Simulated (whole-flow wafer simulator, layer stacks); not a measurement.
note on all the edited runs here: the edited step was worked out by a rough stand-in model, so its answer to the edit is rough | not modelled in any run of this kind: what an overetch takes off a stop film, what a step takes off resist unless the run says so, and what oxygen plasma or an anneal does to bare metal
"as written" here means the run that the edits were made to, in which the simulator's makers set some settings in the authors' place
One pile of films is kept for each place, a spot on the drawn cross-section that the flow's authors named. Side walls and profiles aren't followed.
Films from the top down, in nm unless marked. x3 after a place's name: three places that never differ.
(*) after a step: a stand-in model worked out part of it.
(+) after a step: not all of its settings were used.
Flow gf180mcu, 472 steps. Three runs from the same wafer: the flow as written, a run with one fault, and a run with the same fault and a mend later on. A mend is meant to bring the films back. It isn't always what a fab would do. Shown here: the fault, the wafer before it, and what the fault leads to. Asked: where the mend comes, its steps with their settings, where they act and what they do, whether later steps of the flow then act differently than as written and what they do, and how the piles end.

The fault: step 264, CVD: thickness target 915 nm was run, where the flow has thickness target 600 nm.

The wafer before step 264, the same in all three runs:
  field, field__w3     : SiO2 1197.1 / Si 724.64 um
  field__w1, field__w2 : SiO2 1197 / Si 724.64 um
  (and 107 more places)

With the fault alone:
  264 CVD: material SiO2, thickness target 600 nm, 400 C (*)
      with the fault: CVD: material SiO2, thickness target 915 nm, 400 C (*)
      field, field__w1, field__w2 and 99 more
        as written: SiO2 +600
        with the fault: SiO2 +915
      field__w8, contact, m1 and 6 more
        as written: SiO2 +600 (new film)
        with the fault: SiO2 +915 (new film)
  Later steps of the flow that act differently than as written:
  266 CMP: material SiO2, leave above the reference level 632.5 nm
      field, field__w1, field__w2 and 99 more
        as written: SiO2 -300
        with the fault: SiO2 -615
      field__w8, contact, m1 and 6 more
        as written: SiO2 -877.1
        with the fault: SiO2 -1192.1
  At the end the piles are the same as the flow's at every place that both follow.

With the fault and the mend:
  The mend comes after step 275.
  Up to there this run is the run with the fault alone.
  276 ETCH: chemistry C4F8/O2/Ar, etches SiO2, depth target 1275 nm, stop on TiN, over-etch 70%, masked by KrF resist (+) (the flow's step 276, which as written has depth target 960 nm)
      field, field__w1, field__w2 and 107 more
        KrF resist -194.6
      contact
        SiO2 -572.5 (all of it)
  No later step of the flow acts differently than as written, at any place that is followed, by more than 2% or 0.5 nm, whichever is larger.
  At the end the piles are the same as the flow's at every place that both follow.
